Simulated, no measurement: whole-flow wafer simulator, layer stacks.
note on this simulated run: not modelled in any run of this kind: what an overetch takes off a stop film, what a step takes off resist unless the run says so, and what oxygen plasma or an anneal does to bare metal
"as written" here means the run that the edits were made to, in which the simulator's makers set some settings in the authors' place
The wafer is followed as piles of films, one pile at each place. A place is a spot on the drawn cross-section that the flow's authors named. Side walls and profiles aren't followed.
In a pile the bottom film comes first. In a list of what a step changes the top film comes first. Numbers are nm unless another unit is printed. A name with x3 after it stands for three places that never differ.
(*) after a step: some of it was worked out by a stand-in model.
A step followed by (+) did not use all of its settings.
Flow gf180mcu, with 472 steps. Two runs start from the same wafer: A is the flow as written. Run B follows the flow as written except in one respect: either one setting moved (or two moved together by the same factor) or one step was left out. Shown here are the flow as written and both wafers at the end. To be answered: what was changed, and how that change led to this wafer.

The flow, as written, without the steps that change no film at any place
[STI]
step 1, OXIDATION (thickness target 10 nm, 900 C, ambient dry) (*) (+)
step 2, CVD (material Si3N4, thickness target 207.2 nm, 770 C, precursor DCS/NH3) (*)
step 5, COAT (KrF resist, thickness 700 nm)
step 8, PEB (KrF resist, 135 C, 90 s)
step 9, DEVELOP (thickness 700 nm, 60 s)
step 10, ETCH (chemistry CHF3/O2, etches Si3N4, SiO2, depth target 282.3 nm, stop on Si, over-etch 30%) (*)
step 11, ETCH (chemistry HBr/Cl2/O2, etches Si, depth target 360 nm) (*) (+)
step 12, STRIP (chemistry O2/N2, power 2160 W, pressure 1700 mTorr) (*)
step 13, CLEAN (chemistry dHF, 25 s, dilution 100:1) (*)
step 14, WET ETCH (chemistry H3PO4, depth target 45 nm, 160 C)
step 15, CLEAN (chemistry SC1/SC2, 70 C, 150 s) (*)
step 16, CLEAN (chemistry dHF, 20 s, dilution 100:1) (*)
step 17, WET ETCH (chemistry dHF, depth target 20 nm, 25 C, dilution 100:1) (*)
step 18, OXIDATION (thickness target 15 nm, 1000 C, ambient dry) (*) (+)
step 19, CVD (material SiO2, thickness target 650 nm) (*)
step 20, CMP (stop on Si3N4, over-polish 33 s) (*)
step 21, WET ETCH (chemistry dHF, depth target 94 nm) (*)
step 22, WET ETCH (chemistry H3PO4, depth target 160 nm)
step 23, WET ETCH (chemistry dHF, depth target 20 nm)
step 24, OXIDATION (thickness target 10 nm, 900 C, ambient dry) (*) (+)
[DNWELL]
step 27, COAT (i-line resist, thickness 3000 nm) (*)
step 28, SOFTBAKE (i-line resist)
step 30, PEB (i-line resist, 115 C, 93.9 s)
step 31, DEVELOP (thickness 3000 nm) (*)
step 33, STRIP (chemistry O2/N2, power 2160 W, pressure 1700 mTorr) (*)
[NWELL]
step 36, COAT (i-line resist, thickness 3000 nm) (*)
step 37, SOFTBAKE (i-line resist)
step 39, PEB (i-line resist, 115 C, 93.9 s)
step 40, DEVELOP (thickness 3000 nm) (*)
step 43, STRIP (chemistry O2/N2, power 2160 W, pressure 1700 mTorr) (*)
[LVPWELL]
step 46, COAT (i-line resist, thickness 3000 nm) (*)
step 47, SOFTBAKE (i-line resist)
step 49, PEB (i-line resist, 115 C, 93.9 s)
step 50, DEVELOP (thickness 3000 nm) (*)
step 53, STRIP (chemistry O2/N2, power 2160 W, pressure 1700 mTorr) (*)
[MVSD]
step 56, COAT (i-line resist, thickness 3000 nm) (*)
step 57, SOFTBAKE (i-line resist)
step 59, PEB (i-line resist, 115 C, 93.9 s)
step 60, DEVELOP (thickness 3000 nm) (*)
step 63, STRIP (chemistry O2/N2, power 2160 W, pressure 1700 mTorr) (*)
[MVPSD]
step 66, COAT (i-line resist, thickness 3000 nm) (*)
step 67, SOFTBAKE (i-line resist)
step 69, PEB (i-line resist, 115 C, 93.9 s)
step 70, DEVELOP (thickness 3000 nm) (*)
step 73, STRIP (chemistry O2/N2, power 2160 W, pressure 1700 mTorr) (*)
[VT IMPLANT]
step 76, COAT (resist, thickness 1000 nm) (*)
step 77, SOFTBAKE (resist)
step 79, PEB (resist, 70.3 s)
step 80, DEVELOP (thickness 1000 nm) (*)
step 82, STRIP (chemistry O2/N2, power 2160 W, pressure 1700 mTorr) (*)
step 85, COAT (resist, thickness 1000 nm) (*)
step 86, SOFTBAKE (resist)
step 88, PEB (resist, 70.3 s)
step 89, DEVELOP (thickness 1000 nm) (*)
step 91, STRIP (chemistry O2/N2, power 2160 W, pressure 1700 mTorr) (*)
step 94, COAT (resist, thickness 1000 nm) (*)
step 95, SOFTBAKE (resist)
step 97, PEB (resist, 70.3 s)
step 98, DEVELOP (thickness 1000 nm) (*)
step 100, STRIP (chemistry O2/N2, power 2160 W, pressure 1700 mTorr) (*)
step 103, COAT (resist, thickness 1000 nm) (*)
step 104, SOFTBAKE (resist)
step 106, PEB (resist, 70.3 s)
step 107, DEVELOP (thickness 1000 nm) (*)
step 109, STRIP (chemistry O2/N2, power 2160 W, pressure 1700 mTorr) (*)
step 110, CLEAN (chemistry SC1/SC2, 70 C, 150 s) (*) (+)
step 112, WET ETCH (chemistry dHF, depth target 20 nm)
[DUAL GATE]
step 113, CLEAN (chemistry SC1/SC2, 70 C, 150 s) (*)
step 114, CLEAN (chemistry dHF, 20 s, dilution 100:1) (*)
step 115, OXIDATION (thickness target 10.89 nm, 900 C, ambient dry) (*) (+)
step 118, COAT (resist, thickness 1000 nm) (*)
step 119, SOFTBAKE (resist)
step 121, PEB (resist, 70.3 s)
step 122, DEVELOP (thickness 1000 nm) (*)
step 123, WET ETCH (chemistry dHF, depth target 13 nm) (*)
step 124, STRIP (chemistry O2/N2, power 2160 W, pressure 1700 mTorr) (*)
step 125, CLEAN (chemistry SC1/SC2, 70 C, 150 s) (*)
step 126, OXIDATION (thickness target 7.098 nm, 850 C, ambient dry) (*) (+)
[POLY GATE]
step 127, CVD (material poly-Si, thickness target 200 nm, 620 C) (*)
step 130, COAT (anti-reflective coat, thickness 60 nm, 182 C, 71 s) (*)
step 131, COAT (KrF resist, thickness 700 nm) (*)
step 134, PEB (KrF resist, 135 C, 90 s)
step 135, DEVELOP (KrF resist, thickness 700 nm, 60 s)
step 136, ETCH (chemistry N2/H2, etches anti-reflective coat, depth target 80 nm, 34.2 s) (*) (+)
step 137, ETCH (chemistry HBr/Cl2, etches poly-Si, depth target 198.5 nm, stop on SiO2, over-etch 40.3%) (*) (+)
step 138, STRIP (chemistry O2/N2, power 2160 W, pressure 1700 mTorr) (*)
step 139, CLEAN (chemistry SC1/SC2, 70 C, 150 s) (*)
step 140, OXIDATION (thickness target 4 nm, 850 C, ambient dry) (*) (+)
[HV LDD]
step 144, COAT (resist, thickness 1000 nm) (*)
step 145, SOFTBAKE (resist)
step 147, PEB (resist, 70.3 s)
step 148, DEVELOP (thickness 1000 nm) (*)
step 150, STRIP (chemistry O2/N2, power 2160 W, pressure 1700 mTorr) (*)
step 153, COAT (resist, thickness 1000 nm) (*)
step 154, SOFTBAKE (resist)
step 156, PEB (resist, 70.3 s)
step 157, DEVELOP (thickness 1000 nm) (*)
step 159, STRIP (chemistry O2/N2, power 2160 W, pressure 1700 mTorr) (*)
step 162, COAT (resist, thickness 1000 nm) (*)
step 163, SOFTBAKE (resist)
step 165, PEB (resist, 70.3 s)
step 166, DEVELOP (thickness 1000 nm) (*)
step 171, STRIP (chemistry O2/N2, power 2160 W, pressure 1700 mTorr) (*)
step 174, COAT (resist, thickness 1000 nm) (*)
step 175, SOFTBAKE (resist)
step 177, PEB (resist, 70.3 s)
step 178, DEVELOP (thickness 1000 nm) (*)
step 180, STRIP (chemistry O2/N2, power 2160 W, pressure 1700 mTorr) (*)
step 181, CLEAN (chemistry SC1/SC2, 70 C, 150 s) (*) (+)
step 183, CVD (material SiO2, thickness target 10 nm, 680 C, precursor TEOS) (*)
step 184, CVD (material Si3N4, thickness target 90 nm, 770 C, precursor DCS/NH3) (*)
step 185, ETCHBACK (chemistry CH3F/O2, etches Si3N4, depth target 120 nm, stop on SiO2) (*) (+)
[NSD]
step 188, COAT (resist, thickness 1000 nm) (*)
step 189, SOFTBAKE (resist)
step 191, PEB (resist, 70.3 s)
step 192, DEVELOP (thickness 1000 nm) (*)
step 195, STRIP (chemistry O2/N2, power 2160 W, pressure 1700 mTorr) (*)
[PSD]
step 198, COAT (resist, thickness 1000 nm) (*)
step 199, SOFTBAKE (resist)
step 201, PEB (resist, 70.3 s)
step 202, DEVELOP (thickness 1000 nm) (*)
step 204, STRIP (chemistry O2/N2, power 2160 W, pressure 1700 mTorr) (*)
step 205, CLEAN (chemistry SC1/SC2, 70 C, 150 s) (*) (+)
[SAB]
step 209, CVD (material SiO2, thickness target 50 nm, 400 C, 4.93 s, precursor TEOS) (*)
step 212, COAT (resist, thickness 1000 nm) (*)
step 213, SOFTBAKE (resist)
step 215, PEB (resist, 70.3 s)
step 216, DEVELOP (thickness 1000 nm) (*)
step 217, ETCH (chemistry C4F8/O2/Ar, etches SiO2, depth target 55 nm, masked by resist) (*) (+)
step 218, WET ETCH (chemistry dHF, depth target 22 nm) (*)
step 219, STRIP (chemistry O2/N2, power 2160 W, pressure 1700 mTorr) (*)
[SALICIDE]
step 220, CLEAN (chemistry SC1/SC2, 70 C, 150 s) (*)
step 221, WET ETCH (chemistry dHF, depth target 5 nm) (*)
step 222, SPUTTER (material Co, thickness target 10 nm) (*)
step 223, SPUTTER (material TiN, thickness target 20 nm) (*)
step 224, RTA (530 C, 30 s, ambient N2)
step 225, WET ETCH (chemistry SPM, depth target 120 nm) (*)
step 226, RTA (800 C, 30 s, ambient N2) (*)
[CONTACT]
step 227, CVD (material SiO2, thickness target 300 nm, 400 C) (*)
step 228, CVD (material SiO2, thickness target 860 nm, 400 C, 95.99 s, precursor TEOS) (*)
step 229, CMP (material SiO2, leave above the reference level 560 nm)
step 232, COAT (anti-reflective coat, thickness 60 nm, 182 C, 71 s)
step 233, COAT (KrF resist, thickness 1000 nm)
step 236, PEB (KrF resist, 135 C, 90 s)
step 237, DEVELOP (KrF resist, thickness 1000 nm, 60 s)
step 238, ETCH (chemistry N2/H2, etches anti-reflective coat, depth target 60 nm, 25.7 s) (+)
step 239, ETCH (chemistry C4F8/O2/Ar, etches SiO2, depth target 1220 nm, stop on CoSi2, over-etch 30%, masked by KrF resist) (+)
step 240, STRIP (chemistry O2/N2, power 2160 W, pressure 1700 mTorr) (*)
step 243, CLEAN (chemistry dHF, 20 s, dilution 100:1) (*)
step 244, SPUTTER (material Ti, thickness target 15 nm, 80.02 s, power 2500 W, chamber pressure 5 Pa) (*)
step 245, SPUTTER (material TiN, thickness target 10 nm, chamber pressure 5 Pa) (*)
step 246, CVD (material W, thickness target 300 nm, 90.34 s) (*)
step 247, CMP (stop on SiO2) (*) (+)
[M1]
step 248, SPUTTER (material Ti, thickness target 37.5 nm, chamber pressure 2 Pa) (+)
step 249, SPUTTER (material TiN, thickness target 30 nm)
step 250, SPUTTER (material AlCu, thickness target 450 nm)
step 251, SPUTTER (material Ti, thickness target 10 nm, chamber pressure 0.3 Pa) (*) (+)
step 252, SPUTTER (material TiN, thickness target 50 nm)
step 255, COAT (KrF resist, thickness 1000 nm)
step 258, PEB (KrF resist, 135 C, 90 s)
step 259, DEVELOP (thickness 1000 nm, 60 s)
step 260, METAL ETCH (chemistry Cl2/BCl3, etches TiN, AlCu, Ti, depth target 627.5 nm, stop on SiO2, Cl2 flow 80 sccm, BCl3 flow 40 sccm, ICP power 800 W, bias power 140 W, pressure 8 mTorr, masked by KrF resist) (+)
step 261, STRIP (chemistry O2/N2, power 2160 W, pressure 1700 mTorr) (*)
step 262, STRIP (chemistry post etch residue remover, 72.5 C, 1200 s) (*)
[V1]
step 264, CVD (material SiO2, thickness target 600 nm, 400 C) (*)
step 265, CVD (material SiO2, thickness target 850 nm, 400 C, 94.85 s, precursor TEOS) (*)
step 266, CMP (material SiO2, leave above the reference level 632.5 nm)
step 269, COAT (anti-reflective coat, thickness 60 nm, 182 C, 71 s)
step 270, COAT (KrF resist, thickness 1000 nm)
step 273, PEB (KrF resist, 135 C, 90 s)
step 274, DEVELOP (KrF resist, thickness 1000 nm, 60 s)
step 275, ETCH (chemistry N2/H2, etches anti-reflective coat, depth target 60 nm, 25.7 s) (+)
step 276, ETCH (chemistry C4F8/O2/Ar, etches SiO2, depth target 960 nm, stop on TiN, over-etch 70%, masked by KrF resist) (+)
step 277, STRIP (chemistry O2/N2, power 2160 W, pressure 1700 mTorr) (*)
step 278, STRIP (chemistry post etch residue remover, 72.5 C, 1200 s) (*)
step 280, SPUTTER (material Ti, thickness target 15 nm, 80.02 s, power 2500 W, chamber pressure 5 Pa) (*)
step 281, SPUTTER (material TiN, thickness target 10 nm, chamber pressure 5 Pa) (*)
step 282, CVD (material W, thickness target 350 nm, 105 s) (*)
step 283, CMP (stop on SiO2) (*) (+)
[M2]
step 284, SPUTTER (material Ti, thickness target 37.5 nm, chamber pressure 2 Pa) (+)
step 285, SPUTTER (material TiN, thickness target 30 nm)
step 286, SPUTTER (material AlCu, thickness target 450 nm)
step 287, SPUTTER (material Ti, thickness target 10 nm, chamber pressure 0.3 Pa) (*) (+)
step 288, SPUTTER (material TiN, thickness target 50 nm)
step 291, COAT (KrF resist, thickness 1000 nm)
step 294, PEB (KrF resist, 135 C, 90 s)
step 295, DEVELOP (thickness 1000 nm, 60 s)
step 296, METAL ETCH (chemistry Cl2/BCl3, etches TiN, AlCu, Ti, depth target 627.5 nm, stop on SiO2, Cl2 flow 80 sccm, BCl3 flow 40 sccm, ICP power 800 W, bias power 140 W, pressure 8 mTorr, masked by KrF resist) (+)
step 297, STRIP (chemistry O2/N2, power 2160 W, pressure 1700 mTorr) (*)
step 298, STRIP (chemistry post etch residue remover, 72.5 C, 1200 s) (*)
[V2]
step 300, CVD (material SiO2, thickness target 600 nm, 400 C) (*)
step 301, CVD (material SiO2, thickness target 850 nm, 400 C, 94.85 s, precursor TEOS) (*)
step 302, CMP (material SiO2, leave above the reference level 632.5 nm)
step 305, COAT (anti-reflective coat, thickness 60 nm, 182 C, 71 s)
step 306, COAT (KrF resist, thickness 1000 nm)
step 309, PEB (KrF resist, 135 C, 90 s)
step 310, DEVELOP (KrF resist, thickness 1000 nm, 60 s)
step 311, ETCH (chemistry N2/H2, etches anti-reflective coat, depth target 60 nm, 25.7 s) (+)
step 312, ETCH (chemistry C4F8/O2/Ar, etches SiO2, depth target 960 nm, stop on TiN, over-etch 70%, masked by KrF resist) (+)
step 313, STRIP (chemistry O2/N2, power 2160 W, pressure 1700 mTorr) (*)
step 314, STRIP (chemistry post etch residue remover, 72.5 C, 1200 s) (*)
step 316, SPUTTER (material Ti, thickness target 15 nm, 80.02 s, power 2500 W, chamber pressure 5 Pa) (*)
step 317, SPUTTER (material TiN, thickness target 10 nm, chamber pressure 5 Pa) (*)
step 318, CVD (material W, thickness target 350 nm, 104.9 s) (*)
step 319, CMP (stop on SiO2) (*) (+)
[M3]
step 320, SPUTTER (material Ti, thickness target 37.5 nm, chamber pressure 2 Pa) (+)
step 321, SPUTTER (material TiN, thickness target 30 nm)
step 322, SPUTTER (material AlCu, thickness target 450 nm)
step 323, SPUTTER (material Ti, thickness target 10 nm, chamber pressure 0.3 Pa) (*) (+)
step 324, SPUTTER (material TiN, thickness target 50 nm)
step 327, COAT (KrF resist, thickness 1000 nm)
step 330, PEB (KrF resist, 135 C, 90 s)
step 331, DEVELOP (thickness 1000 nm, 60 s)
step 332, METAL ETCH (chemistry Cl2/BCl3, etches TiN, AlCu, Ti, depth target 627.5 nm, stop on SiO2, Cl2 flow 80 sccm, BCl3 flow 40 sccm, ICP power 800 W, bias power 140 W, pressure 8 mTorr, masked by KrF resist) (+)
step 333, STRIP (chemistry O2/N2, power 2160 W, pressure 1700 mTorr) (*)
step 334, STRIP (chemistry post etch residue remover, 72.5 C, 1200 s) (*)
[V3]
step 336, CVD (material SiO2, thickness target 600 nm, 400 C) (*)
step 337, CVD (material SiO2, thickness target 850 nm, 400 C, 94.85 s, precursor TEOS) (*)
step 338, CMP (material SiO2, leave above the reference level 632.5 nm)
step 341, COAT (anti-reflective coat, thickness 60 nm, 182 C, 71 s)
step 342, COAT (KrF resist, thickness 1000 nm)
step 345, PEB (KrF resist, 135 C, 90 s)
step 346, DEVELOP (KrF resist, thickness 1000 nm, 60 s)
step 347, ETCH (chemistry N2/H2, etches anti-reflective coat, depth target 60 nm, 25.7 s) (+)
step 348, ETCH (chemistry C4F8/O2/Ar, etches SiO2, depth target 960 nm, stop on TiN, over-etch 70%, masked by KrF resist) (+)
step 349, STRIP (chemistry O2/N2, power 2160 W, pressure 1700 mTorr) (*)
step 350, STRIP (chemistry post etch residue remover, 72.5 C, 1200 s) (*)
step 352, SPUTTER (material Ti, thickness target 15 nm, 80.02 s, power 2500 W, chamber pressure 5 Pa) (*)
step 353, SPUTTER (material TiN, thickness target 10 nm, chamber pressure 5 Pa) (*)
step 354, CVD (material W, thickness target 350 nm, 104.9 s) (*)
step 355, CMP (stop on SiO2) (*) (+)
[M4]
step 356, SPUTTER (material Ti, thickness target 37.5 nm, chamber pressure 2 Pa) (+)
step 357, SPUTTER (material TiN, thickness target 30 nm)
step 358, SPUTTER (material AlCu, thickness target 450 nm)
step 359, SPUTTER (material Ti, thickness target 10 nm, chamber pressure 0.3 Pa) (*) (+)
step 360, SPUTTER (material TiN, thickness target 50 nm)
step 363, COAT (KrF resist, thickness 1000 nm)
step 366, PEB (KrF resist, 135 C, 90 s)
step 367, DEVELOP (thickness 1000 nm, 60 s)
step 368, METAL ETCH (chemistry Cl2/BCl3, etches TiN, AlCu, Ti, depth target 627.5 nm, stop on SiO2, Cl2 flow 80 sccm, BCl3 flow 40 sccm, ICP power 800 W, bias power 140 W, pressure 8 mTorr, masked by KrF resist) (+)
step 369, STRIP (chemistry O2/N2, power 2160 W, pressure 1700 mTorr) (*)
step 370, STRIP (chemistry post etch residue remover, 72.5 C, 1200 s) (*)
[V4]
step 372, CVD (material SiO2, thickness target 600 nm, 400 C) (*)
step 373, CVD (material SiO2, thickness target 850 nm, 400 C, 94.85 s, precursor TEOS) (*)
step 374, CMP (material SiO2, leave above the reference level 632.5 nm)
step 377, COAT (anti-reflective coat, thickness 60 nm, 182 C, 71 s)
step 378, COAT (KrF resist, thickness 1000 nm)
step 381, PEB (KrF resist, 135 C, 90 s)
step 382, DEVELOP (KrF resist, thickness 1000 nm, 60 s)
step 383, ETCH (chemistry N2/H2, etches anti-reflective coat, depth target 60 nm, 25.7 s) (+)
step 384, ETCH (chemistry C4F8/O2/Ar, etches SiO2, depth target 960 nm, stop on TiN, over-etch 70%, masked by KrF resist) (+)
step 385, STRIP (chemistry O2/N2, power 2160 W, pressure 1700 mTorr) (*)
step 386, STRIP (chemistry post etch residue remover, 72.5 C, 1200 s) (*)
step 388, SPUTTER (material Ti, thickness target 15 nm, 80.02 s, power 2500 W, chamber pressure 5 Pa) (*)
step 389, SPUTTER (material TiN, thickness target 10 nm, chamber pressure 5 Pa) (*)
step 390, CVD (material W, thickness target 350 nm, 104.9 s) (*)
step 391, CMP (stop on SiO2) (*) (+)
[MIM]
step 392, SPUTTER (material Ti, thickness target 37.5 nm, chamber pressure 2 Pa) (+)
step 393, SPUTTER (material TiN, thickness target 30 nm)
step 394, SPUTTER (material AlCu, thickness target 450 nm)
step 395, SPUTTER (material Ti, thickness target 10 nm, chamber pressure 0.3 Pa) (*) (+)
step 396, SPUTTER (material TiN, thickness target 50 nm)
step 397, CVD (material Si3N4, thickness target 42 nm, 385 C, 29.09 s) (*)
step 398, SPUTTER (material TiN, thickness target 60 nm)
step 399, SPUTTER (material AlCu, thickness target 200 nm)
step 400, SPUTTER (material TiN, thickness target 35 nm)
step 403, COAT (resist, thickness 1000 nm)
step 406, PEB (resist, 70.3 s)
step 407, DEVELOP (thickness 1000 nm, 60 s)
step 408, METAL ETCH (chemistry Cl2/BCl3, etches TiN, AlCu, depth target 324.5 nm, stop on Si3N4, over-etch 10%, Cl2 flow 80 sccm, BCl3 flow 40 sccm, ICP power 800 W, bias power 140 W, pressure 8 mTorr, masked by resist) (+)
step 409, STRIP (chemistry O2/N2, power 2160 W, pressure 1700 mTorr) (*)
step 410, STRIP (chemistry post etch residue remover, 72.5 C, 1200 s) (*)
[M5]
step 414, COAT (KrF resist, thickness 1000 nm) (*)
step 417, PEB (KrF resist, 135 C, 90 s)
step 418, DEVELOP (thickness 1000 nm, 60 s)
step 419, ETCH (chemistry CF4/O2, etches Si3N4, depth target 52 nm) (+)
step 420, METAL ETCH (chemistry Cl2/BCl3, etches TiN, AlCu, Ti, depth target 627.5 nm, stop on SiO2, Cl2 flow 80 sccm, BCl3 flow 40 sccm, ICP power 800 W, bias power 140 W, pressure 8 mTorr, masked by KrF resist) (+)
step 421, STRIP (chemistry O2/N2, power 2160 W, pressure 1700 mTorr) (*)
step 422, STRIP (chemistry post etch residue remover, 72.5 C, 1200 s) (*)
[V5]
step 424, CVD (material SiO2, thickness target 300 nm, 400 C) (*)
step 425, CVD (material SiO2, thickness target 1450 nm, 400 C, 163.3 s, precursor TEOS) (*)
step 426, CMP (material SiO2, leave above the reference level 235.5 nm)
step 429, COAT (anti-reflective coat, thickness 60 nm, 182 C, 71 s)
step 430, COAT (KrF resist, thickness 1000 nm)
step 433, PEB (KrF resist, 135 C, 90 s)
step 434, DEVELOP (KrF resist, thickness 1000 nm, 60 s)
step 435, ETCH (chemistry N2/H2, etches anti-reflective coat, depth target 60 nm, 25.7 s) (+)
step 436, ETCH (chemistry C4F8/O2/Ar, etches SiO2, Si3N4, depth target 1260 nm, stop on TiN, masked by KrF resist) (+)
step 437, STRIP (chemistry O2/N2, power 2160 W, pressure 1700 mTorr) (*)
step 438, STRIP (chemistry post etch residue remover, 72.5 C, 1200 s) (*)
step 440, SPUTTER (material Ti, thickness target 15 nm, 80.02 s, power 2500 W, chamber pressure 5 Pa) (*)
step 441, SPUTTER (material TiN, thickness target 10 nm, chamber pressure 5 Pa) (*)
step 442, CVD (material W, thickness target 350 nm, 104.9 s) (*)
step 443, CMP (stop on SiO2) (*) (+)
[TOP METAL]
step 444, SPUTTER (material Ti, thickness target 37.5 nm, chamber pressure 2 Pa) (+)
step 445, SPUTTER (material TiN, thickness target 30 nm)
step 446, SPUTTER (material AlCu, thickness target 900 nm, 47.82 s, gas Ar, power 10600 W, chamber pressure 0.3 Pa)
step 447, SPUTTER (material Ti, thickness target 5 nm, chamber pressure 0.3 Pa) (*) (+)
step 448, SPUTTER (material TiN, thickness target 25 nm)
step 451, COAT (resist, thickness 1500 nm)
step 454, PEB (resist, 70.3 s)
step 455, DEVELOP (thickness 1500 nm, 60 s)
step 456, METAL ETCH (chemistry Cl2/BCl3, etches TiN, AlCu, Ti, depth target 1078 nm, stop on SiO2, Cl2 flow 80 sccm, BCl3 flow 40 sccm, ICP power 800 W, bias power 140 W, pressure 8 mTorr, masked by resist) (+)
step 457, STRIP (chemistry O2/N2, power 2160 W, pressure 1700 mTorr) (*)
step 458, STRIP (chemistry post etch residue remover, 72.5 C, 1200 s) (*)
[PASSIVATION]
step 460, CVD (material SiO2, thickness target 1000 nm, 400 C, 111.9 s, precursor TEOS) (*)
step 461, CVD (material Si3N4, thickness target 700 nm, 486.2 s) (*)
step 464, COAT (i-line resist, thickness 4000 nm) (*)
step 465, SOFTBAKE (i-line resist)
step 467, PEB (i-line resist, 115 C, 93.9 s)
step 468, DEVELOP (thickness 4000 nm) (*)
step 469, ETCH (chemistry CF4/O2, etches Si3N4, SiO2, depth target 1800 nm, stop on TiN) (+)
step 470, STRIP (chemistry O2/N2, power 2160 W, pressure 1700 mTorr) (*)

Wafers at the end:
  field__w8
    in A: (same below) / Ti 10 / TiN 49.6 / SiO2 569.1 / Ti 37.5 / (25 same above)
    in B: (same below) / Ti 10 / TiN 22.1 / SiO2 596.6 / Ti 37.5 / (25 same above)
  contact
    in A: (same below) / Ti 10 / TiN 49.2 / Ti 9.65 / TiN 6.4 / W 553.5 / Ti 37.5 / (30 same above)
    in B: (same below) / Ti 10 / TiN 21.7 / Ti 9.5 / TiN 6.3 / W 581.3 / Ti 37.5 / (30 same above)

Cause: step 288, SPUTTER: thickness target 22.5 nm was run, though the flow has thickness target 50 nm.

How this came from the change, step by step:
  step 288, SPUTTER (material TiN, thickness target 50 nm)
      field, field__w1, field__w2 and 108 more: A TiN gains 50 (new film) | B TiN gains 22.5 (new film)
  step 296, METAL ETCH (chemistry Cl2/BCl3, etches TiN, AlCu, Ti, depth target 627.5 nm, stop on SiO2, Cl2 flow 80 sccm, BCl3 flow 40 sccm, ICP power 800 W, bias power 140 W, pressure 8 mTorr, masked by KrF resist) (+)
      field, field__w1, field__w2 and 103 more: A TiN loses 50 (all of it), Ti loses 10 (all of it), AlCu loses 450 (all of it), TiN loses 30 (all of it), Ti loses 37.5 (all of it) | B TiN loses 22.5 (all of it), Ti loses 10 (all of it), AlCu loses 450 (all of it), TiN loses 30 (all of it), Ti loses 37.5 (all of it)
  step 302, CMP (material SiO2, leave above the reference level 632.5 nm)
      field__w8, contact, m1, m1__w1, m1_nw: A SiO2 loses 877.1 | B SiO2 loses 849.6
  step 312, ETCH (chemistry C4F8/O2/Ar, etches SiO2, depth target 960 nm, stop on TiN, over-etch 70%, masked by KrF resist) (+)
      contact: A SiO2 loses 572.5 (all of it) | B SiO2 loses 600 (all of it)
  step 318, CVD (material W, thickness target 350 nm, 104.9 s) (*)
      contact: A W gains 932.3 (new film) | B W gains 960 (new film)
